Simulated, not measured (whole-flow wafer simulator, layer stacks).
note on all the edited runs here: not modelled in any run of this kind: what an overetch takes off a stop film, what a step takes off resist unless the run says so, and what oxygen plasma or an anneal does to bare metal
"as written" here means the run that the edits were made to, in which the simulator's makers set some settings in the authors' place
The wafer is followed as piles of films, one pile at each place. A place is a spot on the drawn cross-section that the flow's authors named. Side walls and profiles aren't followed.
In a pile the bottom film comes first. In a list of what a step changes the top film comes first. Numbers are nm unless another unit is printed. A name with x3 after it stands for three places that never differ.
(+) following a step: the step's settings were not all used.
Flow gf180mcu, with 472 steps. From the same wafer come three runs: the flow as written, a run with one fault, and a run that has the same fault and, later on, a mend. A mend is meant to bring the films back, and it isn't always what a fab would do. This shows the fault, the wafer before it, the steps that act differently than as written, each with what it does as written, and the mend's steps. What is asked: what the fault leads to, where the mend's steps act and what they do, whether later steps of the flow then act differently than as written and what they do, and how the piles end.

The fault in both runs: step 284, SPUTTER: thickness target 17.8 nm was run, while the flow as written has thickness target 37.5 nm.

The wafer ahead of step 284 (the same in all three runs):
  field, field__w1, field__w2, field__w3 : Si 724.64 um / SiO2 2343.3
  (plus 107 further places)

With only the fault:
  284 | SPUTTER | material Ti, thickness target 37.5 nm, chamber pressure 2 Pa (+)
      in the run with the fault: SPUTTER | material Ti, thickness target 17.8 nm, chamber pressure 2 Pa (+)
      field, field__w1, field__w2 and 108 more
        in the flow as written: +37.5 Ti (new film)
        in the run with the fault: +17.8 Ti (new film)
  Steps further on in the flow that do not act as written:
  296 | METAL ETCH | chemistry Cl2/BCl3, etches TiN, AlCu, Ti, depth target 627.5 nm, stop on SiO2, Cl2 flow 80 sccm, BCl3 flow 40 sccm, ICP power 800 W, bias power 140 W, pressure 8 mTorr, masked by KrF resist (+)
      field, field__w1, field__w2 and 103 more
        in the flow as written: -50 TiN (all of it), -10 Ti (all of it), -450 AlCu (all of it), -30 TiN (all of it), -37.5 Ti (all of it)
        in the run with the fault: -50 TiN (all of it), -10 Ti (all of it), -450 AlCu (all of it), -30 TiN (all of it), -17.8 Ti (all of it)
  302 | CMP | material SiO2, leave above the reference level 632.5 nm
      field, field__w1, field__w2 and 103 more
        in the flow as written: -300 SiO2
        in the run with the fault: -319.7 SiO2
  At field__w8, contact, m1, m1__w1, m1_nw, the piles at the end differ from the flow's by more than 2% or 0.5 nm, whichever is larger.
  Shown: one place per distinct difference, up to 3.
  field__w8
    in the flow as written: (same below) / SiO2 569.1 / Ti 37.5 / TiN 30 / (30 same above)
    in the run with the fault: (same below) / SiO2 569.1 / Ti 17.8 / TiN 30 / (30 same above)
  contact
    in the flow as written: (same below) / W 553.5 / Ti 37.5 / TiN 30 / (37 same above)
    in the run with the fault: (same below) / W 553.5 / Ti 17.8 / TiN 30 / (37 same above)

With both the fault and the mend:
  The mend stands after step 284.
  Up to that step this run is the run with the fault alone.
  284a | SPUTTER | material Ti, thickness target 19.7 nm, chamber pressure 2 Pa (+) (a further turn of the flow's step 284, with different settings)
      field, field__w1, field__w2 and 108 more
        +19.7 Ti
  Later steps of the flow that are run all act as written at every place that is followed.
  The piles end the same as the flow's at every place that both follow.
